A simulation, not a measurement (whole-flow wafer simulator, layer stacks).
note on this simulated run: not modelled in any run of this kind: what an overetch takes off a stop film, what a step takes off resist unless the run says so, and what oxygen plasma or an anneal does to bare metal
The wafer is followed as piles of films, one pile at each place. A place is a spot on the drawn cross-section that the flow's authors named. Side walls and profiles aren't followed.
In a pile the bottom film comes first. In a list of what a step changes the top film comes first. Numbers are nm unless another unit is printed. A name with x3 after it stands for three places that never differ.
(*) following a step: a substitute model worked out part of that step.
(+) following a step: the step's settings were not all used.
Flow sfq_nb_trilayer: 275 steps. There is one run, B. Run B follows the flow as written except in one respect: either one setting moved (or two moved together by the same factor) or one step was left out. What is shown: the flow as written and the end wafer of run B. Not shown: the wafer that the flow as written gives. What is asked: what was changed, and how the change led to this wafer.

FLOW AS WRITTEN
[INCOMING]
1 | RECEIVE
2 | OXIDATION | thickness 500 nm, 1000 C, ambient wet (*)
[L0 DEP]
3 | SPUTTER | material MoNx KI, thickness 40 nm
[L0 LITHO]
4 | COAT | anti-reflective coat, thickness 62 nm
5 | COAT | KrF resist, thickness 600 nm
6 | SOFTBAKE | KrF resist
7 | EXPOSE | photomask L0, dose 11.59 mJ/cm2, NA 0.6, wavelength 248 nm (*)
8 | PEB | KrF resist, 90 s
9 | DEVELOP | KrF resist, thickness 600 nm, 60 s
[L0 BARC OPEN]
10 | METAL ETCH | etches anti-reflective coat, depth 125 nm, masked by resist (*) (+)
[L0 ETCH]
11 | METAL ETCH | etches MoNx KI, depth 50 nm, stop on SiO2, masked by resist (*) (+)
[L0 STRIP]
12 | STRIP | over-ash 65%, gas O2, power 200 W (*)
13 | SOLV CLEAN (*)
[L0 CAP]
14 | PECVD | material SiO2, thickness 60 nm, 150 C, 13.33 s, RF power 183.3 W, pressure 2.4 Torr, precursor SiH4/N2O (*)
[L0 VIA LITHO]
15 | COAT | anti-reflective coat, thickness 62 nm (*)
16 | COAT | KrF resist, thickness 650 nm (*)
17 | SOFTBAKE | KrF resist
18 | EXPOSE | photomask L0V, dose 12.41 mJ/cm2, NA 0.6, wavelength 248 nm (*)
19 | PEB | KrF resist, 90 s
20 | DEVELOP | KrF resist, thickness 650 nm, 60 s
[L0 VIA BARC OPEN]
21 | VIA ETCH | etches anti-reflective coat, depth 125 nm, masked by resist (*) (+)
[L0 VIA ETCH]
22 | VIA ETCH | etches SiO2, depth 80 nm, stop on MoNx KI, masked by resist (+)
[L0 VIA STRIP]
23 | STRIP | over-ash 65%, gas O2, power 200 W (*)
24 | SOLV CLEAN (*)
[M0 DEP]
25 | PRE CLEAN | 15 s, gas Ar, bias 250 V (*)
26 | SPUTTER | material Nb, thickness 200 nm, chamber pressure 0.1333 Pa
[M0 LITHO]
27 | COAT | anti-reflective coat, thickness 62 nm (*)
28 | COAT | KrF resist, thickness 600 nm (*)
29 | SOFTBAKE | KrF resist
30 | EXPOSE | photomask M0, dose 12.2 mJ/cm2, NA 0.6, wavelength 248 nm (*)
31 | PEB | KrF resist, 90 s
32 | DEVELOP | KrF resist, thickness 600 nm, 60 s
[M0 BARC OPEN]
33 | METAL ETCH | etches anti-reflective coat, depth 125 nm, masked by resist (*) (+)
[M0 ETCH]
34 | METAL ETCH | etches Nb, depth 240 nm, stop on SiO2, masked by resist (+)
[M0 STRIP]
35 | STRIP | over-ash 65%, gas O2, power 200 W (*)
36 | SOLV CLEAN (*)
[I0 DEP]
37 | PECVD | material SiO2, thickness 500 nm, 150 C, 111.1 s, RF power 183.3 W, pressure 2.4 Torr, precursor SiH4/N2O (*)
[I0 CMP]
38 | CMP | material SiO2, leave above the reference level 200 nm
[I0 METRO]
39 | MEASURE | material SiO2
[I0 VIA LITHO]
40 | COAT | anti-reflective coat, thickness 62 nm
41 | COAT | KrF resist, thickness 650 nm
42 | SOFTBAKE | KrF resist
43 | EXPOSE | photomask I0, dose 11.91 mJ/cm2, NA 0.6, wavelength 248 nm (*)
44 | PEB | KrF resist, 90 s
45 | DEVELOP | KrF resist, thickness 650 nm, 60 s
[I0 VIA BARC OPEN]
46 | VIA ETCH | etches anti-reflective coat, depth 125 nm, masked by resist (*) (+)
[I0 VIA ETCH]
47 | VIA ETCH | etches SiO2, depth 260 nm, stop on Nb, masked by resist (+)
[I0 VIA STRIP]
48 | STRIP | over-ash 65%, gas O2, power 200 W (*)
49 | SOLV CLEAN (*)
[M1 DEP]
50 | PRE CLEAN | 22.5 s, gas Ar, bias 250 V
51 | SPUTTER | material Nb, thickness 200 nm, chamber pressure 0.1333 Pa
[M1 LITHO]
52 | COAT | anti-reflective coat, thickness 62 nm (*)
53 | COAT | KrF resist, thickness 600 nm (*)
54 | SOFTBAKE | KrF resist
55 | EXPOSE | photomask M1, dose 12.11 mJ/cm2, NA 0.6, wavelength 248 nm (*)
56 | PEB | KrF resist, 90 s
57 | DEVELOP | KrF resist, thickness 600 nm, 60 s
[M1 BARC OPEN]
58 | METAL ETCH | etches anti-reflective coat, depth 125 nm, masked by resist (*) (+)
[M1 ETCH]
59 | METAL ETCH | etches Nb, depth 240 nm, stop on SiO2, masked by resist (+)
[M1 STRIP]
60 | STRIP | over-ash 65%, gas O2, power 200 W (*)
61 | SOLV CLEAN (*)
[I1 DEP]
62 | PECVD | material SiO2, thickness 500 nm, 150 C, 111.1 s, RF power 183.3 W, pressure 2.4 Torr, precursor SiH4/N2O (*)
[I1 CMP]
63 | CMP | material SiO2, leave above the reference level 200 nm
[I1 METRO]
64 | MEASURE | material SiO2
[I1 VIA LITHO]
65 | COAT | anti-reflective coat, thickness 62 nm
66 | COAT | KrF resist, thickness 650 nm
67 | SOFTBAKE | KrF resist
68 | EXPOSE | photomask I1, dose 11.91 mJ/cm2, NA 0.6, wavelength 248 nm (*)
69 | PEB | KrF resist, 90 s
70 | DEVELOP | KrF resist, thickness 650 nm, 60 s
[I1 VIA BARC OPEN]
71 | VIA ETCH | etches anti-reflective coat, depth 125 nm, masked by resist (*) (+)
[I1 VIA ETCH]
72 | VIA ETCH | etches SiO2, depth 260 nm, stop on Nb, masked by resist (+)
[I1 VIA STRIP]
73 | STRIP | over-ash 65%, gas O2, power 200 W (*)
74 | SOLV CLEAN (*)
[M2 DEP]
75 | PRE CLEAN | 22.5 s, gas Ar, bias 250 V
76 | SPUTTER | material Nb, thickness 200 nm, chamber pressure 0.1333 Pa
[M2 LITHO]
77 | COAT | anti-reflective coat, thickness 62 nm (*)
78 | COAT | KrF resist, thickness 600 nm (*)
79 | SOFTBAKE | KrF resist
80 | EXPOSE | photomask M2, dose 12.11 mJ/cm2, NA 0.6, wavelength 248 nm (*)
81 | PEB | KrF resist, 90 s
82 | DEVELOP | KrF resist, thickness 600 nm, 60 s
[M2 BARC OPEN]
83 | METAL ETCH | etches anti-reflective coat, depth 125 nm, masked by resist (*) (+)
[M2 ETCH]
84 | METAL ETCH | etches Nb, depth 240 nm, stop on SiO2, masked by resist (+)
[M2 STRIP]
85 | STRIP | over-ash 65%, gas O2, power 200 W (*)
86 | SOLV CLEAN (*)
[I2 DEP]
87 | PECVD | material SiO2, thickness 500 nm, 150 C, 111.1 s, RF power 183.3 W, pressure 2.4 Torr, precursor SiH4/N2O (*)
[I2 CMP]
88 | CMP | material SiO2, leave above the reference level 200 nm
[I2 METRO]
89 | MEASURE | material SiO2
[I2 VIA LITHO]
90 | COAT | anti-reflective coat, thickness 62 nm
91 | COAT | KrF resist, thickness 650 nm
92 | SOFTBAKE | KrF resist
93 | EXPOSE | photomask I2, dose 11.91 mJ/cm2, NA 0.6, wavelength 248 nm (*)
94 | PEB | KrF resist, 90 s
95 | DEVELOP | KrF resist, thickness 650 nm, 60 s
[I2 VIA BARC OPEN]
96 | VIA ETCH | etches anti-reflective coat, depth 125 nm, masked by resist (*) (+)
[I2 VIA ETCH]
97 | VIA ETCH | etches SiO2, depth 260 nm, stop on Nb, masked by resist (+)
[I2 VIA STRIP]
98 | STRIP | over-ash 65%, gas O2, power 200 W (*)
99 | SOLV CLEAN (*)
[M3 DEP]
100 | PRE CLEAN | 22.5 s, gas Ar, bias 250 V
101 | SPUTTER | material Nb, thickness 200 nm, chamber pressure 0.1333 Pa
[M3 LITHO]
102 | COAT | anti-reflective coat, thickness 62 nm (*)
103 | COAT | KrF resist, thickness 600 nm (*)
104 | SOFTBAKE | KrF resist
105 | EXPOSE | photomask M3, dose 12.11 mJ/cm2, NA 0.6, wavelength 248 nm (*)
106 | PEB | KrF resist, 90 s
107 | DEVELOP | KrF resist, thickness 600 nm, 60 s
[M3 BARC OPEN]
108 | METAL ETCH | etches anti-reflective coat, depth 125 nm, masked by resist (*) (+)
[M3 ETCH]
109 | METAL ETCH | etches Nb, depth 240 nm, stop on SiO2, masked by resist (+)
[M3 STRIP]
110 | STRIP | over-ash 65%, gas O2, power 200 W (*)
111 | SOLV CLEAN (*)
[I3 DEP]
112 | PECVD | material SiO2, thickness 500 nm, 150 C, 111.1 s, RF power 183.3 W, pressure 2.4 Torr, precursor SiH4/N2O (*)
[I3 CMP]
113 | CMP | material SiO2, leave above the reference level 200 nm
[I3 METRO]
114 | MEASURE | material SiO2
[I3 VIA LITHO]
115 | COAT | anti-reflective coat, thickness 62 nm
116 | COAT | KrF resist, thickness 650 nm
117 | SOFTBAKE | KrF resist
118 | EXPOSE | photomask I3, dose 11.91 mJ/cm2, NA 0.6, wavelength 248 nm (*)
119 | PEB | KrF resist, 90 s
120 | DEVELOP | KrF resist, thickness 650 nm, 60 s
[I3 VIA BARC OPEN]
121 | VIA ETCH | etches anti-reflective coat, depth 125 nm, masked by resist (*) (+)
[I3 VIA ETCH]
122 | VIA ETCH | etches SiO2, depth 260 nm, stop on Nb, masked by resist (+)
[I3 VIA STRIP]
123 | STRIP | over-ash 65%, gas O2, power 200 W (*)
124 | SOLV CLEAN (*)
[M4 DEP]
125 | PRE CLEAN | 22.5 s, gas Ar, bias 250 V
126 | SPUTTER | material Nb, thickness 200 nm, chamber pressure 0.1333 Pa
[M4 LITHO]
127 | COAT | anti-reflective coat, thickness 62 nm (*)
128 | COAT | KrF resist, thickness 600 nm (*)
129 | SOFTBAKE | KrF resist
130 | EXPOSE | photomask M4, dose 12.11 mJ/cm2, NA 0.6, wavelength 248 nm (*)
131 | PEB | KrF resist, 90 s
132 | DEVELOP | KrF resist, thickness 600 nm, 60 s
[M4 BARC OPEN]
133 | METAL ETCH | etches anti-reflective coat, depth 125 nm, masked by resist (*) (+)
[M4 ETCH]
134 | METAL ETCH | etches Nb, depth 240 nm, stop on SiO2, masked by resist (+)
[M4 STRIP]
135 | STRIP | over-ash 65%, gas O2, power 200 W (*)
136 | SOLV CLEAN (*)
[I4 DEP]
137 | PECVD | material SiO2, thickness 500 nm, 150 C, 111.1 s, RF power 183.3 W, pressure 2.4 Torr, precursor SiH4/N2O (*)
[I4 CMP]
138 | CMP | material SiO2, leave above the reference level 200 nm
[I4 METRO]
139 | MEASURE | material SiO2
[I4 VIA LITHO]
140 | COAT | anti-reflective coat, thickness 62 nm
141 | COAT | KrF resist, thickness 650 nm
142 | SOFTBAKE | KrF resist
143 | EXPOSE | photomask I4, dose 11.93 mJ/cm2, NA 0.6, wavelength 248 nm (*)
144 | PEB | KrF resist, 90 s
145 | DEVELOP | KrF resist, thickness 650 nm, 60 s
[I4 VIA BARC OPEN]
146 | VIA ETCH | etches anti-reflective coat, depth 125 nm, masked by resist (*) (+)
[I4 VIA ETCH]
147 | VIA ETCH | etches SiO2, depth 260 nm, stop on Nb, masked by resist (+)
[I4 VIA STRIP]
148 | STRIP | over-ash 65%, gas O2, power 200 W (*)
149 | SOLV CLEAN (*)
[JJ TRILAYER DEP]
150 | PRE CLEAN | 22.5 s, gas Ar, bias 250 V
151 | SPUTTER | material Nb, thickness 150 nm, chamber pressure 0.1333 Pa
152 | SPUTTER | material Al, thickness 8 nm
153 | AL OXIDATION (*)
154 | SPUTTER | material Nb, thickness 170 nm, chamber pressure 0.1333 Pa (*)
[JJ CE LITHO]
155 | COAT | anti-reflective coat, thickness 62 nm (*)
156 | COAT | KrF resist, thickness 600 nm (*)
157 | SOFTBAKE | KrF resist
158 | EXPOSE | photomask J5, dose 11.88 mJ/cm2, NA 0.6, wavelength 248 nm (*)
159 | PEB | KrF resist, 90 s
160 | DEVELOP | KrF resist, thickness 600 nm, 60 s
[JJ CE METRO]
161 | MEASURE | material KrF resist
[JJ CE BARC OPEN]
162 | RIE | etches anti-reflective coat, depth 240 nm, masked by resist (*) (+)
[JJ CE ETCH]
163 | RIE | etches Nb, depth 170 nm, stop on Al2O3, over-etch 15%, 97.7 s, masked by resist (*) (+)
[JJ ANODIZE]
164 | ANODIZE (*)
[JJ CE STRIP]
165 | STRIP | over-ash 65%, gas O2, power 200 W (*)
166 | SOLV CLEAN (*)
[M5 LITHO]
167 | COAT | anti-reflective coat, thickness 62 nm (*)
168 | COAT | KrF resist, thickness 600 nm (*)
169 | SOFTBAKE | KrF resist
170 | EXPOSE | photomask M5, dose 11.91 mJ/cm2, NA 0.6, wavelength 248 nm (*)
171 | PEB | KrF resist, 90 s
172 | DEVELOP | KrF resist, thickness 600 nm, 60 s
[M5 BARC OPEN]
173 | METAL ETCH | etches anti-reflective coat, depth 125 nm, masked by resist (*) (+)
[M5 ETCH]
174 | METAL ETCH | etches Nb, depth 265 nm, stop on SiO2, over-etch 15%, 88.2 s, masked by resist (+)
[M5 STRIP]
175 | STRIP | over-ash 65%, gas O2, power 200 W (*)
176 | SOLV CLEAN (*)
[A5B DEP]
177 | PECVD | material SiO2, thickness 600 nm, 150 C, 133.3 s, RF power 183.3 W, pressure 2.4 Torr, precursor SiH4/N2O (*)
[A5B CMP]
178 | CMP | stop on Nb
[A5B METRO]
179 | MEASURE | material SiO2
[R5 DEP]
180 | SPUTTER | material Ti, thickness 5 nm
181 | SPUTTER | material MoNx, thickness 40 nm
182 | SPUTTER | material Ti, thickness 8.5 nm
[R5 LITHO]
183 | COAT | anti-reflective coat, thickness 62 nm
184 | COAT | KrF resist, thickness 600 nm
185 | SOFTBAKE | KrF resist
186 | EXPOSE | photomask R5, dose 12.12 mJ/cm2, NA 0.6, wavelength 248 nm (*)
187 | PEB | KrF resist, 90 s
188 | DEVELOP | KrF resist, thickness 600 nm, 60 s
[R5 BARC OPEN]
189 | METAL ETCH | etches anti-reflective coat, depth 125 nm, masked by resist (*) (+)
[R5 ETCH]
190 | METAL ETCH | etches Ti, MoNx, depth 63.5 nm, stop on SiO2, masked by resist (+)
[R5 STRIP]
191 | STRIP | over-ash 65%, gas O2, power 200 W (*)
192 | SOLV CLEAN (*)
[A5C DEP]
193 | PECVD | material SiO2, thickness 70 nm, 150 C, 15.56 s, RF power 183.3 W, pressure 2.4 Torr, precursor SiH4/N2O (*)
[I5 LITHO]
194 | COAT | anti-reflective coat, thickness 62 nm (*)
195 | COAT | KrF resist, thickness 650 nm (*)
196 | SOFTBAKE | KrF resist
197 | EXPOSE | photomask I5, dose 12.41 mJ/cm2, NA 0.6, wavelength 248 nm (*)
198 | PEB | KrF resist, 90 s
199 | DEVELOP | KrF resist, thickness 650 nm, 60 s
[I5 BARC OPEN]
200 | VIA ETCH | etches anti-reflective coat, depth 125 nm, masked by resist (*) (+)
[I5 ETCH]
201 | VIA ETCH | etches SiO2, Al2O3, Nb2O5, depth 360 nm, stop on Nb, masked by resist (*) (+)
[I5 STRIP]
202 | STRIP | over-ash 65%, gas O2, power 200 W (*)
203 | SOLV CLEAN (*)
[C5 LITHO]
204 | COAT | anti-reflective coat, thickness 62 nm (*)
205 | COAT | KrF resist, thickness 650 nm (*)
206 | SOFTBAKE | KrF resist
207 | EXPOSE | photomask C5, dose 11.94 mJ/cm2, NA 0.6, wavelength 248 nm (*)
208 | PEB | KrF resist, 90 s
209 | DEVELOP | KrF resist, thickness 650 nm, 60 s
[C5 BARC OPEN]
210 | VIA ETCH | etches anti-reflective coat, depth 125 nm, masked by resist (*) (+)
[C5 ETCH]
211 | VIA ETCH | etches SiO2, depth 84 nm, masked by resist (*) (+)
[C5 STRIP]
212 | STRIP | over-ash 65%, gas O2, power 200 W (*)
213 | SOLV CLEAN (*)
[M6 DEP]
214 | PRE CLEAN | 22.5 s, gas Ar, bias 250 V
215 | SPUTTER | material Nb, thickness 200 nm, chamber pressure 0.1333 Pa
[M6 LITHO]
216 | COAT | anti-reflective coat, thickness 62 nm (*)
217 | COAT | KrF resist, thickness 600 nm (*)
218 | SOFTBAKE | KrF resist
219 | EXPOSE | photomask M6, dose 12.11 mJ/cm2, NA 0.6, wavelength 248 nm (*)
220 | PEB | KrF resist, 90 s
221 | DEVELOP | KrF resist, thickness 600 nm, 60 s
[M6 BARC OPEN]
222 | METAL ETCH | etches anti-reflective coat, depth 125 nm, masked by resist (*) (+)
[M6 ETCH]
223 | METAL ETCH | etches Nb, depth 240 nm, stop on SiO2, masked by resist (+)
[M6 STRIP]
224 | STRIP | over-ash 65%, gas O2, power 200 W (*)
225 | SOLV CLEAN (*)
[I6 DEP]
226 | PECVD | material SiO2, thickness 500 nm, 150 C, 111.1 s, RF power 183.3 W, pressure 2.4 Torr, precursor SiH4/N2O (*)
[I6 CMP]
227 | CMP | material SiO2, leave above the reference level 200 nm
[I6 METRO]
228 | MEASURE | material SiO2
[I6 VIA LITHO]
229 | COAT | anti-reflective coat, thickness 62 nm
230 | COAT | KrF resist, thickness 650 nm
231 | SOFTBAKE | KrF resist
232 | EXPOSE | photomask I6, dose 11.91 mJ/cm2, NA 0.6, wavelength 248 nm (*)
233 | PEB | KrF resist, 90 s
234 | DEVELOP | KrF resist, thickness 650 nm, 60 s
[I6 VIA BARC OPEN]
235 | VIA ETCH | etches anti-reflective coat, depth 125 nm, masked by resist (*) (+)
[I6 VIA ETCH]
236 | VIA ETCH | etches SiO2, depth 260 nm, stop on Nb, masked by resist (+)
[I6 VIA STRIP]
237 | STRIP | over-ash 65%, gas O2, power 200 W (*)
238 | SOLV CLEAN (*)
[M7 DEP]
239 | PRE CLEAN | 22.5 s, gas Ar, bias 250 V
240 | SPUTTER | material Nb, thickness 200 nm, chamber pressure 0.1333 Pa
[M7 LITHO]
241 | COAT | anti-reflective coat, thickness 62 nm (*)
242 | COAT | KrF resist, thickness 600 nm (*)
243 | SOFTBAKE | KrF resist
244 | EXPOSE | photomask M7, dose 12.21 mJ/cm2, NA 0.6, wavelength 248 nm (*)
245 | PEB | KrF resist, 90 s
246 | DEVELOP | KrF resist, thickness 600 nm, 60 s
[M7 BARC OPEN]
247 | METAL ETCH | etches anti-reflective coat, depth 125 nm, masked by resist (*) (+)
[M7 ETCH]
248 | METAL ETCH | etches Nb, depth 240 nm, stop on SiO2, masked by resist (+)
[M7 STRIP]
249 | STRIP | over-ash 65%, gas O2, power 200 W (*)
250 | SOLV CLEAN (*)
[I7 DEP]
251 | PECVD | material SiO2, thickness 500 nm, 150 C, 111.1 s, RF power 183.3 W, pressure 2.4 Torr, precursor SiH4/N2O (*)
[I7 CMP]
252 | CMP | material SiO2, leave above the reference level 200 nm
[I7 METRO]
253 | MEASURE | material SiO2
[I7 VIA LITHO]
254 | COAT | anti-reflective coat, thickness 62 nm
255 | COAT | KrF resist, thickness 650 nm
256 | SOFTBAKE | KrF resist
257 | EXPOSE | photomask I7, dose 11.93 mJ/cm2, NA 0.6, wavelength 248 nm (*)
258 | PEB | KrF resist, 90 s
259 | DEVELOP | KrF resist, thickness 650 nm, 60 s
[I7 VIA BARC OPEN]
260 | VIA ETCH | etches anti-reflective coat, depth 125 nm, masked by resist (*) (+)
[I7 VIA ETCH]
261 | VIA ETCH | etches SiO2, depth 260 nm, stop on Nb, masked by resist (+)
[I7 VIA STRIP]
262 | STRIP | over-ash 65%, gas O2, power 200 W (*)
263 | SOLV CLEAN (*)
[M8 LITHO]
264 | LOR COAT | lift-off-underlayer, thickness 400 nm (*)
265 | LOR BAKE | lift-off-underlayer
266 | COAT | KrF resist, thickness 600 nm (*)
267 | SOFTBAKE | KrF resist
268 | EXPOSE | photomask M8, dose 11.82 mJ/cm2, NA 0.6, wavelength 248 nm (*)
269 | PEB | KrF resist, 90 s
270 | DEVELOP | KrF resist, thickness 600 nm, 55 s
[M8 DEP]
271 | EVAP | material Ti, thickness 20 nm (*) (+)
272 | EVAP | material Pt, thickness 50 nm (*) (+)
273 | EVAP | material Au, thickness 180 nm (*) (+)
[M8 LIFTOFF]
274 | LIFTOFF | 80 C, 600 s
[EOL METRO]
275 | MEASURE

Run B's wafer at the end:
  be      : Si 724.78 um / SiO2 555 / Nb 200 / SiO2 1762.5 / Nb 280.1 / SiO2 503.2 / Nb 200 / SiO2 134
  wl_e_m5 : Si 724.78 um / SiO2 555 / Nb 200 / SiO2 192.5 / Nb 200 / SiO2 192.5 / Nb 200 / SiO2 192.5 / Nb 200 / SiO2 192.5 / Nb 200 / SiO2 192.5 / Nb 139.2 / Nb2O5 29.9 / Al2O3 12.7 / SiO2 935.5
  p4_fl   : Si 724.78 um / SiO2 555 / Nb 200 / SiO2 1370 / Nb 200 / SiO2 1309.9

The reason: step 252, CMP: leave above the reference level 134 nm was run, while the flow as written has leave above the reference level 200 nm.
The wafer itself shows it: be has SiO2 134, and step 252 as written asks for 200 nm.

How this came from the change, step by step:
  252 | CMP | material SiO2, leave above the reference level 200 nm
      field_l, p4_fl, p4_fm and 56 more: -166 SiO2 (as written it would have been: -100 SiO2)
      v_sur, via_wl, via_w and 37 more: -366 SiO2 (as written it would have been: -300 SiO2)
      (as well as at 7 more places)
  261 | VIA ETCH | etches SiO2, depth 260 nm, stop on Nb, masked by resist (+)
      field_l, v_sur, via_sp and 100 more: -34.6 KrF resist (as written it would have been: -44.8 KrF resist)
      via_wl, via_w, via_wr: -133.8 SiO2 (all of it) (as written it would have been: -199.8 SiO2 (all of it))
  264 | LOR COAT | lift-off-underlayer, thickness 400 nm (*)
      via_wl, via_wr: +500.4 lift-off-underlayer (new film) (as written it would have been: +549.8 lift-off-underlayer (new film))
      v_sur: +379.5 lift-off-underlayer (new film) (as written it would have been: +369.4 lift-off-underlayer (new film))
      (as well as at 1 more place)
  270 | DEVELOP | KrF resist, thickness 600 nm, 55 s
      v_sur: -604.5 KrF resist (all of it), -379.5 lift-off-underlayer (all of it) (as written it would have been: -607.3 KrF resist (all of it), -369.4 lift-off-underlayer (all of it))
      via_wl: -615.6 KrF resist (all of it), -500.4 lift-off-underlayer (all of it) (as written it would have been: -623.9 KrF resist (all of it), -549.8 lift-off-underlayer (all of it))
      (as well as at 2 more places)
